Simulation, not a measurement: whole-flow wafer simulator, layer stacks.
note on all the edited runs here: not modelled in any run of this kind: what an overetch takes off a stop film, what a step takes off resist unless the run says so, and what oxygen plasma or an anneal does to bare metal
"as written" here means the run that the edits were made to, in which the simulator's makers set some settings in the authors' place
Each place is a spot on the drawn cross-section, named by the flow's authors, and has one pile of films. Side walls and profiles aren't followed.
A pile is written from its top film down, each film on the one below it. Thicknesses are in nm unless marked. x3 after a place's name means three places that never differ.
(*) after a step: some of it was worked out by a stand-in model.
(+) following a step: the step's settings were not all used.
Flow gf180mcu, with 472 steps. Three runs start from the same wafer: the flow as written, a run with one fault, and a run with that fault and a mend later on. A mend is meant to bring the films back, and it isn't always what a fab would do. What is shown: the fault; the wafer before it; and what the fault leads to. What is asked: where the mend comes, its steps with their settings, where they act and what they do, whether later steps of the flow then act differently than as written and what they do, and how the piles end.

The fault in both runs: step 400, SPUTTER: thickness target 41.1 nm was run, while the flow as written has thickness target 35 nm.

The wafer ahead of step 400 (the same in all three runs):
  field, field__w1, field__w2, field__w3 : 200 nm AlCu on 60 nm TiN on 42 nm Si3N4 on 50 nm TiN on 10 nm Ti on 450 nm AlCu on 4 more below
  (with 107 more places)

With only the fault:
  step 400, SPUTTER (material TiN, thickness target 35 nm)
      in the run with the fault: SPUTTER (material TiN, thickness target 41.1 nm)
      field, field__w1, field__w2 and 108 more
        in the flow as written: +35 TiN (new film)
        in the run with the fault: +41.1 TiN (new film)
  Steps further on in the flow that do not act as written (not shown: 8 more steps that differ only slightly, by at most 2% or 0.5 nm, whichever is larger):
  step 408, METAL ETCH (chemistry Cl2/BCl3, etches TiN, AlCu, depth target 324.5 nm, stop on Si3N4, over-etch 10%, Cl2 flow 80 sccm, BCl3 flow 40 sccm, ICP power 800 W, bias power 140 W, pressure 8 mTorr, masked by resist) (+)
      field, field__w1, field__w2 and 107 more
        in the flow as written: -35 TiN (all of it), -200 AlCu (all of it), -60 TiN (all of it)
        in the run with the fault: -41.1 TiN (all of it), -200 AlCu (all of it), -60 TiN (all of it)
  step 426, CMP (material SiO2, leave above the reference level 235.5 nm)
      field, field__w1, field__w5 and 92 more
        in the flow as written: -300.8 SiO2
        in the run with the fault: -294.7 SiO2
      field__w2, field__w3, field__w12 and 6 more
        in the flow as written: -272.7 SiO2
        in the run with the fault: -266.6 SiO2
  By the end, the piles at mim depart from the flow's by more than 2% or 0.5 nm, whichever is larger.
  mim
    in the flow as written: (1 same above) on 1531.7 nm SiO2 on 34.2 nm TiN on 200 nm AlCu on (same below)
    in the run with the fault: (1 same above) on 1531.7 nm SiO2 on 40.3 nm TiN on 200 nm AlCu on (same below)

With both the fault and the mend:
  The mend follows step 407.
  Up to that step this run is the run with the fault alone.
  step 407a, STRIP (chemistry O2/N2, power 2160 W, pressure 1700 mTorr) (*)
      mim
        -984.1 resist (all of it)
  step 407b, METAL ETCH (chemistry Cl2/BCl3, etches TiN, AlCu, Ti, depth target 6.1 nm, Cl2 flow 80 sccm, BCl3 flow 40 sccm, ICP power 800 W, bias power 140 W, pressure 8 mTorr) (a further turn of the flow's step 260, with different settings)
      field, field__w1, field__w2 and 108 more
        -6.1 TiN
  step 407c, HMDS (120 C, 60 s) (a further turn of the flow's step 402)
      does not change any film at any place that is followed
  step 407d, COAT (resist, thickness 1000 nm) (a further turn of the flow's step 403)
      field, field__w1, field__w2 and 108 more
        +1000 resist (new film)
  step 407e, SOFTBAKE (resist) (a further turn of the flow's step 404)
      does not change any film at any place that is followed
  step 407f, EXPOSE (photomask FuseTop) (a further turn of the flow's step 405)
      does not change any film at any place that is followed
  step 407g, PEB (resist, 70.3 s) (a further turn of the flow's step 406)
      field, field__w1, field__w2 and 108 more
        -15.9 resist
  step 407h, DEVELOP (thickness 1000 nm, 60 s) (a further turn of the flow's step 407)
      field, field__w1, field__w2 and 107 more
        -984.1 resist (all of it)
  Later steps of the flow that are run all act as written at every place that is followed.
  The piles end the same as the flow's at every place that both follow.
